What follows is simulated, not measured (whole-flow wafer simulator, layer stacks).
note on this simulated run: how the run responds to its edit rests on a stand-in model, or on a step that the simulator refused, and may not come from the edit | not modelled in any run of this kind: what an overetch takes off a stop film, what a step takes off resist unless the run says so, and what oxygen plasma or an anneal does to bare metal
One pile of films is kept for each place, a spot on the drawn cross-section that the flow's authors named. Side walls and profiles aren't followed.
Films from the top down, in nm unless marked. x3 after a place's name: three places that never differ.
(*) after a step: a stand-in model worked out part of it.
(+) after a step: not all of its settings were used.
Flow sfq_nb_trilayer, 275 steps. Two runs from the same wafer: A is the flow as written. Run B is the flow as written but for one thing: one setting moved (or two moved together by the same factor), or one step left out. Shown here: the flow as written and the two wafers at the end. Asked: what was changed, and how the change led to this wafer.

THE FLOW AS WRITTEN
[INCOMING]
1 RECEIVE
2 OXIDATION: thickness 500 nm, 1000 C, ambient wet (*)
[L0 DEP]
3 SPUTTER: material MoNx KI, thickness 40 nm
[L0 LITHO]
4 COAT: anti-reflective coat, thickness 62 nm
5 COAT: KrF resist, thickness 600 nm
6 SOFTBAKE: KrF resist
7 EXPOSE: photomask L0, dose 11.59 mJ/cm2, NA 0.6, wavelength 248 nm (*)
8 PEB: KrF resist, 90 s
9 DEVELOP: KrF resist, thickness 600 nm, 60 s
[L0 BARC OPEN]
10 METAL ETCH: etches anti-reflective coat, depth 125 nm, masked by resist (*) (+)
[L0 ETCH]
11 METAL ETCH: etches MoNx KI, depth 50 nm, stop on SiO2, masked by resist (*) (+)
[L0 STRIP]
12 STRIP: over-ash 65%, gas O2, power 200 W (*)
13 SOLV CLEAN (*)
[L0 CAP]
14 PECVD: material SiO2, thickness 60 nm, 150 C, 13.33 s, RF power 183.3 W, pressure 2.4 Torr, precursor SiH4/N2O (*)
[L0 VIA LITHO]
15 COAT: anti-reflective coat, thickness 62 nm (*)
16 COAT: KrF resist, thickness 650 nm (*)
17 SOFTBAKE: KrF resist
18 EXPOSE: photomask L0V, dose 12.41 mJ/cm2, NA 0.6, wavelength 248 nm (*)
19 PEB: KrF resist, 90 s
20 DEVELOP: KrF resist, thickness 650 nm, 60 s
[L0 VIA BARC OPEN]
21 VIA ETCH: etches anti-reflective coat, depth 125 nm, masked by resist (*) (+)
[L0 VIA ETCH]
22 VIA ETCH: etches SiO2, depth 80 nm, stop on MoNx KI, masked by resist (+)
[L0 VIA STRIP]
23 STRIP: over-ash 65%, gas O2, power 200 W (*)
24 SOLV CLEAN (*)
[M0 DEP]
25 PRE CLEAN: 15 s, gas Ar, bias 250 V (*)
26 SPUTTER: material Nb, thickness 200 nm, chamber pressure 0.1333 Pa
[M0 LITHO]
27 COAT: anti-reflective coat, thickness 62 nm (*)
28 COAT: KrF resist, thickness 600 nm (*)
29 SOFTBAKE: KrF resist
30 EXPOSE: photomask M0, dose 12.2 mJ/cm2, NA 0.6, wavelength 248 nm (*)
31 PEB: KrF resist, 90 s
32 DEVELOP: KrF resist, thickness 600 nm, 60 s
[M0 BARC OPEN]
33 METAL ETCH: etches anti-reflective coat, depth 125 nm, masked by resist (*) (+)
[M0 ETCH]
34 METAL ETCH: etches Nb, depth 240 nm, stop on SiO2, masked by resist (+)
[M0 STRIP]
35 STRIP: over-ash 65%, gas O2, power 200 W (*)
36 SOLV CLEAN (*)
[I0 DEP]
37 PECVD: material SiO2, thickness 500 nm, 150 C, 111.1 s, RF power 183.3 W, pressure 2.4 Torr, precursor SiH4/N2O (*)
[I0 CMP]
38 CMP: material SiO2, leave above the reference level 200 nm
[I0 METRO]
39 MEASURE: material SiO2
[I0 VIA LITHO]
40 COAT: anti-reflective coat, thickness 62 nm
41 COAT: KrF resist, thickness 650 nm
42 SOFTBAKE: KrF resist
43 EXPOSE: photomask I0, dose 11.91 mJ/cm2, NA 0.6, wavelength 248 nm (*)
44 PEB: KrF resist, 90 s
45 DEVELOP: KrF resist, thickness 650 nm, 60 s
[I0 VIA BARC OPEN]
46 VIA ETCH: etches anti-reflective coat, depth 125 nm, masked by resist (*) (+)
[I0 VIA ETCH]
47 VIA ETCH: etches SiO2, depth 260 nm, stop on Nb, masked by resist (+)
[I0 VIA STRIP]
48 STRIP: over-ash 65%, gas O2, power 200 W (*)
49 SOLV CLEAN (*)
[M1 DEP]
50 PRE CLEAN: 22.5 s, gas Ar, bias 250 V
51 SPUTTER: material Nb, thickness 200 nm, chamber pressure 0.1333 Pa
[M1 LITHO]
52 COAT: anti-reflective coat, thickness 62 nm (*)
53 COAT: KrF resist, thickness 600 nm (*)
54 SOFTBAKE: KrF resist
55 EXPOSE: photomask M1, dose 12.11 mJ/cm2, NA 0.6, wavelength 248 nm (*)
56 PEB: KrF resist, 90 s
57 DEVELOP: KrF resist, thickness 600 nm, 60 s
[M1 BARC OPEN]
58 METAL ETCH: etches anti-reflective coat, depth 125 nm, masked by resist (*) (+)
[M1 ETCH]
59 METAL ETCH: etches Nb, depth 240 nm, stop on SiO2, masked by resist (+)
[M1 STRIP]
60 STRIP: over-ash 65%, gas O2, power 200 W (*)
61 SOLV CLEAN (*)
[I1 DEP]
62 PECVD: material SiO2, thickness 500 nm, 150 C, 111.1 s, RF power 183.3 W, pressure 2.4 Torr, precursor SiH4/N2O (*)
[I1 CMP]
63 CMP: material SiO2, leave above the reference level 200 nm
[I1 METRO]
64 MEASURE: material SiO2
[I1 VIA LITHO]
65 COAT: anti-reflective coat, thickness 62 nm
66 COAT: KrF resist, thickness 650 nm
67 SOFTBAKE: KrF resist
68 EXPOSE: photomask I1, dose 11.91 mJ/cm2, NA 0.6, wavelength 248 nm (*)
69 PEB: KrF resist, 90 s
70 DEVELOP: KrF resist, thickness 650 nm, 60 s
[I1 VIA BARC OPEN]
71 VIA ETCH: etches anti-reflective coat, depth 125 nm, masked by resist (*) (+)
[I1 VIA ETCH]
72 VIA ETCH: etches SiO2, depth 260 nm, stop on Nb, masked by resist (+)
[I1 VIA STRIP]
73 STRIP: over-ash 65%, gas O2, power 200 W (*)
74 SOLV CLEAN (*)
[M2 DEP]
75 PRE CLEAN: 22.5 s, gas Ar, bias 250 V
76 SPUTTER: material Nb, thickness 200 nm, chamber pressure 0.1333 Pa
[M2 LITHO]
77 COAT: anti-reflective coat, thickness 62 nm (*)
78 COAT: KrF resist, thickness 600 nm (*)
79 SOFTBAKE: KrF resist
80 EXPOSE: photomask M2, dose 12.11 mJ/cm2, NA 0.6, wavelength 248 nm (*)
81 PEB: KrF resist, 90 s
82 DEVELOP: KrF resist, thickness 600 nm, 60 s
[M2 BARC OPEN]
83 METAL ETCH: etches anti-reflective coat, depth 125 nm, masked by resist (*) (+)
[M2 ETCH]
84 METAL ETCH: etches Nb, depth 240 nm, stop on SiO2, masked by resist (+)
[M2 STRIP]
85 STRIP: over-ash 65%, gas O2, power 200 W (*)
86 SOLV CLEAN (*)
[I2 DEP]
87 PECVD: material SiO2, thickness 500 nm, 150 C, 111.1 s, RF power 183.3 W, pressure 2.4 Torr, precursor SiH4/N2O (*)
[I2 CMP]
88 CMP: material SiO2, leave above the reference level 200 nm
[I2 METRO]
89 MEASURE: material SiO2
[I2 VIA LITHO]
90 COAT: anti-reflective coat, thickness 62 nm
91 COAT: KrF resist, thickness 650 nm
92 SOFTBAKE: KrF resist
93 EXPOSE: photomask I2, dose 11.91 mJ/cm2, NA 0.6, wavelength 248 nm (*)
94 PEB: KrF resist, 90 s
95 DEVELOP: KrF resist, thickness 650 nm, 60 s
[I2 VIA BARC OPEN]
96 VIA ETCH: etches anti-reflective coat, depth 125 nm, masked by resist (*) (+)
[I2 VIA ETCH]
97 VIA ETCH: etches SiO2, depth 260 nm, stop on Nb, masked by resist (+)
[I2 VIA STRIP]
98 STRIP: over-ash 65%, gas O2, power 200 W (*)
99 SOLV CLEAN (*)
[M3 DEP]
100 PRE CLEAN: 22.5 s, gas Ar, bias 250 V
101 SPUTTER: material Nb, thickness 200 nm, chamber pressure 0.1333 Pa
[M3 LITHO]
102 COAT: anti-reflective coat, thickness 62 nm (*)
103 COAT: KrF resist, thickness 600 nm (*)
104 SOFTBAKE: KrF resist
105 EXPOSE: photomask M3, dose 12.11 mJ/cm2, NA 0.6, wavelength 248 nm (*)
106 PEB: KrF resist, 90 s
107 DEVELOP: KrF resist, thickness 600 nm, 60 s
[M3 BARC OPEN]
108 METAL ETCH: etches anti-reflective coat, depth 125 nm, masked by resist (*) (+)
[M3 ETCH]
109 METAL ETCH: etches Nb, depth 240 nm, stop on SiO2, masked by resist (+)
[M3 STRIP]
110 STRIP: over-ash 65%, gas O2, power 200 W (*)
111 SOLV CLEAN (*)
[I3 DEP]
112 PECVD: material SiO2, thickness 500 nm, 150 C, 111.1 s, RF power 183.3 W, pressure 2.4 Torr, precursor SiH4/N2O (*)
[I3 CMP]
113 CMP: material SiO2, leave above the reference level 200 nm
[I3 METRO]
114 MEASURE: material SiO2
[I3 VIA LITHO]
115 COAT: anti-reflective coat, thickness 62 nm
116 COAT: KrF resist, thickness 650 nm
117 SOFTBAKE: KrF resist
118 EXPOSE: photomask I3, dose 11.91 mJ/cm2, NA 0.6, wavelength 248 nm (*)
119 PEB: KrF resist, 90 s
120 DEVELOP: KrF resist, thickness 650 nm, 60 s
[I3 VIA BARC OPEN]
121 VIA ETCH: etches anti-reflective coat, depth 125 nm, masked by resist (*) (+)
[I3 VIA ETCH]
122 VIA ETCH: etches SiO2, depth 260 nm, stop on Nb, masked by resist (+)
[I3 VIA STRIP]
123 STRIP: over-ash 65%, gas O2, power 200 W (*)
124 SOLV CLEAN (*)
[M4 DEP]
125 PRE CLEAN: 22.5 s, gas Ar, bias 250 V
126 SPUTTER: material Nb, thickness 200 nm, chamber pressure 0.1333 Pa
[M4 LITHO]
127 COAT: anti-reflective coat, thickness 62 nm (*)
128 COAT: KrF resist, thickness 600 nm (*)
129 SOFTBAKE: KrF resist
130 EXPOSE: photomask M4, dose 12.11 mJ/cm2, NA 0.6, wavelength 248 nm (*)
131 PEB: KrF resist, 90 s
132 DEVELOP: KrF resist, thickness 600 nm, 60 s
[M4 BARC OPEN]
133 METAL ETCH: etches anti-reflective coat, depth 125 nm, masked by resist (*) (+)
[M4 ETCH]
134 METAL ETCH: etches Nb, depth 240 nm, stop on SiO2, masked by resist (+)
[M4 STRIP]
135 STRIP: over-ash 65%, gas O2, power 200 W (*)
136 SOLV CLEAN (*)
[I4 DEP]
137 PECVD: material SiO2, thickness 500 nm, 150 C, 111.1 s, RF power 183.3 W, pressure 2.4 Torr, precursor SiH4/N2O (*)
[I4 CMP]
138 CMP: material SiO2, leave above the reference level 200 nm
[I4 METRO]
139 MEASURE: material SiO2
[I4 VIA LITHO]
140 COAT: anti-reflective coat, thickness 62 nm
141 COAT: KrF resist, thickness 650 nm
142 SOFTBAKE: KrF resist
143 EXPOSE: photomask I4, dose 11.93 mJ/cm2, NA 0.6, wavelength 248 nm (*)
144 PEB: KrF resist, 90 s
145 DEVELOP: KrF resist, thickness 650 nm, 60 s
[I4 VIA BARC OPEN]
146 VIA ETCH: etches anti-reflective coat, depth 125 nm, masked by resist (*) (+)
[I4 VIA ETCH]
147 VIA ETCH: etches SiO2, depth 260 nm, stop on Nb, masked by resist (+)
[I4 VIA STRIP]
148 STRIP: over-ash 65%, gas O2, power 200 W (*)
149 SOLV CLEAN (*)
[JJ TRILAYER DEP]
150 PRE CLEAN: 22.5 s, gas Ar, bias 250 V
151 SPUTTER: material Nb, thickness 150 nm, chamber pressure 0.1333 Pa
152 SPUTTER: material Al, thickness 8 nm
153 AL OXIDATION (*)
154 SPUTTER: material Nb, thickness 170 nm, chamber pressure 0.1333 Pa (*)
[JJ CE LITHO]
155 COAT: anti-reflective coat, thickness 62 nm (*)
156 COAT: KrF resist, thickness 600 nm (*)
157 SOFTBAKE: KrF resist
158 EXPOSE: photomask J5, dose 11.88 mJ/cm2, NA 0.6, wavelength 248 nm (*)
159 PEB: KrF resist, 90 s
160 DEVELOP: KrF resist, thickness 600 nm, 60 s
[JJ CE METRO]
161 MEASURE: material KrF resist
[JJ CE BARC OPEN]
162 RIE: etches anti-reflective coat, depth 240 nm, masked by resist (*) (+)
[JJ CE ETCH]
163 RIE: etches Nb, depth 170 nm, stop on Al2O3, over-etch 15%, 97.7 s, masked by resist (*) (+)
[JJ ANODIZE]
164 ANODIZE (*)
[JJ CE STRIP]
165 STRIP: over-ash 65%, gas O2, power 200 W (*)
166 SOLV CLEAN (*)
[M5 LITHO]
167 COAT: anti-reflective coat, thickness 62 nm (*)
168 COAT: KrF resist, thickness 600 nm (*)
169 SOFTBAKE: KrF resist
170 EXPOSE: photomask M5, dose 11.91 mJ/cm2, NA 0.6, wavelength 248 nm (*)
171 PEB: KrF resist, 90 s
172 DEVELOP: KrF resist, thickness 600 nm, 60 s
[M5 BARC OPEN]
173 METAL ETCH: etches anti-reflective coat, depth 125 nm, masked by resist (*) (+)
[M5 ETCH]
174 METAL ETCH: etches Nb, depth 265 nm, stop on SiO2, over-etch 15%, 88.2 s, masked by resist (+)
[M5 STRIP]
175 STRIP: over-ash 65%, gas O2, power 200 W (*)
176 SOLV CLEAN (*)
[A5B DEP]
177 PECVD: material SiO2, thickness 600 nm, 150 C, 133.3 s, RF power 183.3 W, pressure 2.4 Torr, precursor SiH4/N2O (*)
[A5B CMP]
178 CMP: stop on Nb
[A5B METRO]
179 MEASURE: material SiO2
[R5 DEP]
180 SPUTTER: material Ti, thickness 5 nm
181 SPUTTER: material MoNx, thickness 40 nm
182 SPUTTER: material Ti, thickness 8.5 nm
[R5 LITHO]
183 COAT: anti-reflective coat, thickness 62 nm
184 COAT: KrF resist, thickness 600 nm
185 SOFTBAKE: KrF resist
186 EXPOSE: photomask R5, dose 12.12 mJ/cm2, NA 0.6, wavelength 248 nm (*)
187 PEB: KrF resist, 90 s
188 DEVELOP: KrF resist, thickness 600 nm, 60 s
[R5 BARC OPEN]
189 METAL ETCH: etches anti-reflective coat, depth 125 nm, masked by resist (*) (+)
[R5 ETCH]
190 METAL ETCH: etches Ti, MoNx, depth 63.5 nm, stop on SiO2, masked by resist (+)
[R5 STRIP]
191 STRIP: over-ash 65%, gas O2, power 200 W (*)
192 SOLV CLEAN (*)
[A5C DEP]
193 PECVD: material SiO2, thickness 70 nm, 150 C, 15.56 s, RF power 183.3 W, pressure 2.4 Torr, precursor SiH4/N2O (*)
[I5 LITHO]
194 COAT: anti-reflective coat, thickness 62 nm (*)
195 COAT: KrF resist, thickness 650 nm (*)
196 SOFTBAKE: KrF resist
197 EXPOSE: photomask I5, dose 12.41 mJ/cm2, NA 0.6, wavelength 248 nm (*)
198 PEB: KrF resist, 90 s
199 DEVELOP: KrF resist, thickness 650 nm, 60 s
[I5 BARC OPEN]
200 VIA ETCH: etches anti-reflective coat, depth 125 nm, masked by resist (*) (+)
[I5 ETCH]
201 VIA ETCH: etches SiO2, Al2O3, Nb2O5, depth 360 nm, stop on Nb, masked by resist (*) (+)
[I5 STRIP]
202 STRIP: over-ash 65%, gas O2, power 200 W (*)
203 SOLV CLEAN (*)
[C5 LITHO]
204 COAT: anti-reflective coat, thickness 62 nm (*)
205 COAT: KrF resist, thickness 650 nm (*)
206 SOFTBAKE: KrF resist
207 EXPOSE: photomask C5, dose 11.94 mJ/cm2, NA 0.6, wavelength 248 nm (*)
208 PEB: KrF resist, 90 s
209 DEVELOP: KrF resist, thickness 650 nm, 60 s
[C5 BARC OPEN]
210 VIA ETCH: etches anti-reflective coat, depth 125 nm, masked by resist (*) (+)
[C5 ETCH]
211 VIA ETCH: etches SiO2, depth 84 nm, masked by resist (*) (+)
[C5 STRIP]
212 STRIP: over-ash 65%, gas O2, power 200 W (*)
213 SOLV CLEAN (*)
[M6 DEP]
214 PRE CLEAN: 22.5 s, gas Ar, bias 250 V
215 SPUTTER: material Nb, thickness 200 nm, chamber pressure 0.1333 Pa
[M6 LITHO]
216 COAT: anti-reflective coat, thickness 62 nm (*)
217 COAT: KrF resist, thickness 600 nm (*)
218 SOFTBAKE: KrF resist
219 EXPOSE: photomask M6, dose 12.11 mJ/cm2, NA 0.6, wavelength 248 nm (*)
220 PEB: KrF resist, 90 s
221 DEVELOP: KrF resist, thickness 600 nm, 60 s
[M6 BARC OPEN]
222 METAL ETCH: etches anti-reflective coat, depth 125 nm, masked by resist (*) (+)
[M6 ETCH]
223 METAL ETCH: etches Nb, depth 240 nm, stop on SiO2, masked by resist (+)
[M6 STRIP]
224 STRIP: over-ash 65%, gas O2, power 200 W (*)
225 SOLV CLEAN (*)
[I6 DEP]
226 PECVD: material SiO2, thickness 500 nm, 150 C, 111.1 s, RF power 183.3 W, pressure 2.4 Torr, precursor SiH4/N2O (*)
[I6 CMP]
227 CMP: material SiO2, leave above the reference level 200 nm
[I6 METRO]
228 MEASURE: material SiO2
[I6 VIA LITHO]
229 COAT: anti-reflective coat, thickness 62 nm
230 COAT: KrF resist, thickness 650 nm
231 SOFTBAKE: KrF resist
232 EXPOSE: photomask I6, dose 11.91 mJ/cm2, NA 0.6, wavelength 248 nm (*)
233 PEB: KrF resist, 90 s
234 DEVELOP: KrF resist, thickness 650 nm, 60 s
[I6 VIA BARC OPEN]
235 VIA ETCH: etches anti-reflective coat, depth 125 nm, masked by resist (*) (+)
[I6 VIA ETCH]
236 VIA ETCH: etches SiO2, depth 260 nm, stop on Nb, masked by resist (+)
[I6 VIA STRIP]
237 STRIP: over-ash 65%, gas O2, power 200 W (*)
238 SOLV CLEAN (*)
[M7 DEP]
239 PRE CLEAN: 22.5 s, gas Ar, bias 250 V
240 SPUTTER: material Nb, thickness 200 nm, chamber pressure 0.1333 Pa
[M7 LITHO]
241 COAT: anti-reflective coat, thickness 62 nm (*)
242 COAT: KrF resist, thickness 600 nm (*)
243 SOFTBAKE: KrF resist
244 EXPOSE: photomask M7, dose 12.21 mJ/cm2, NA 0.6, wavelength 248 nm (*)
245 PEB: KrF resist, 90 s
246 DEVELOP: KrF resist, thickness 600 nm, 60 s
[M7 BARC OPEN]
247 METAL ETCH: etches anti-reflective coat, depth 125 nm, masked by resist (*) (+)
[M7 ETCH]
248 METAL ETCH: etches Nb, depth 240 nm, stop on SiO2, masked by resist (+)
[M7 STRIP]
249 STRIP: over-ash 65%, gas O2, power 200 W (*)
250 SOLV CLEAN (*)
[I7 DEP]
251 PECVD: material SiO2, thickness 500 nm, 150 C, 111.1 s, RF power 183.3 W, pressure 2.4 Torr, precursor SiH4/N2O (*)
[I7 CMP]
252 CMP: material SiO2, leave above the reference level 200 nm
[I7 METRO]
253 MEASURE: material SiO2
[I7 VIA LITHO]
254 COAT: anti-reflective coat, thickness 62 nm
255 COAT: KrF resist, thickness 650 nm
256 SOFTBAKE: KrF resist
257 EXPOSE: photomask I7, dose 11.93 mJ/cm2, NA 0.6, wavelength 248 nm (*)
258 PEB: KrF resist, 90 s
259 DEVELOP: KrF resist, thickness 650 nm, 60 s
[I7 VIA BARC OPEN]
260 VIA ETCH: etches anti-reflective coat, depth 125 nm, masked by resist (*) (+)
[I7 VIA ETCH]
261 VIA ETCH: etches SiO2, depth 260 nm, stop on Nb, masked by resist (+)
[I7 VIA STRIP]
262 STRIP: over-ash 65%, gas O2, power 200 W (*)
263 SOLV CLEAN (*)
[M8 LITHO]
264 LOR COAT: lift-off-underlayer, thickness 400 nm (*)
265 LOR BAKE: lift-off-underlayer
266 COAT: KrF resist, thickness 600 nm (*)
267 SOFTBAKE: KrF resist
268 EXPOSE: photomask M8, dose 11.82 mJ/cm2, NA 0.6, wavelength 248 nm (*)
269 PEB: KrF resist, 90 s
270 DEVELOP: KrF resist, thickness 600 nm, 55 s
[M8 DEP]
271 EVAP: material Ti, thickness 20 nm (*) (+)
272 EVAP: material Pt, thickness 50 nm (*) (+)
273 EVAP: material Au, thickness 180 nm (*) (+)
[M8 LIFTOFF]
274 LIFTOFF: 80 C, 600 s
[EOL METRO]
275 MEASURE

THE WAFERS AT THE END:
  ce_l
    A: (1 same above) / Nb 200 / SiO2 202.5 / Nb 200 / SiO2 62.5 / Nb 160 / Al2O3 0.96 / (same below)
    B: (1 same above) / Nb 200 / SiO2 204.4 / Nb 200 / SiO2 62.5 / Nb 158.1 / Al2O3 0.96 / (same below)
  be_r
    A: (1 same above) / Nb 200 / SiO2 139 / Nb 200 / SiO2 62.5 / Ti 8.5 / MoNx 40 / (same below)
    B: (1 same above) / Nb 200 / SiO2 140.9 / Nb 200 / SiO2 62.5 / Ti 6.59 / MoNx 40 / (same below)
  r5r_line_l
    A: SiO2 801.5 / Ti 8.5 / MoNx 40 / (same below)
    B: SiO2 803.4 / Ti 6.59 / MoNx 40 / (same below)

The cause: step 182, SPUTTER: thickness 6.59 nm was run, where the flow has thickness 8.5 nm.
It can be read off the wafer: be_r has Ti 6.59, and step 182 as written asks for 8.5 nm.

How the change led to this, step by step:
  182 SPUTTER: material Ti, thickness 8.5 nm
      field_l, v_sur, via_wl and 103 more: A Ti +8.5 (new film) | B Ti +6.59 (new film)
  190 METAL ETCH: etches Ti, MoNx, depth 63.5 nm, stop on SiO2, masked by resist (+)
      field_l, v_sur, via_wl and 92 more: A Ti -8.5 (all of it), MoNx -40 (all of it), Ti -5 (all of it) | B Ti -6.59 (all of it), MoNx -40 (all of it), Ti -5 (all of it)
      ce_l, c5j, ce_r, wl_jj: A Ti -8.5 (all of it), MoNx -40 (all of it), Ti -5 (all of it), Nb -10 | B Ti -6.59 (all of it), MoNx -40 (all of it), Ti -5 (all of it), Nb -11.9
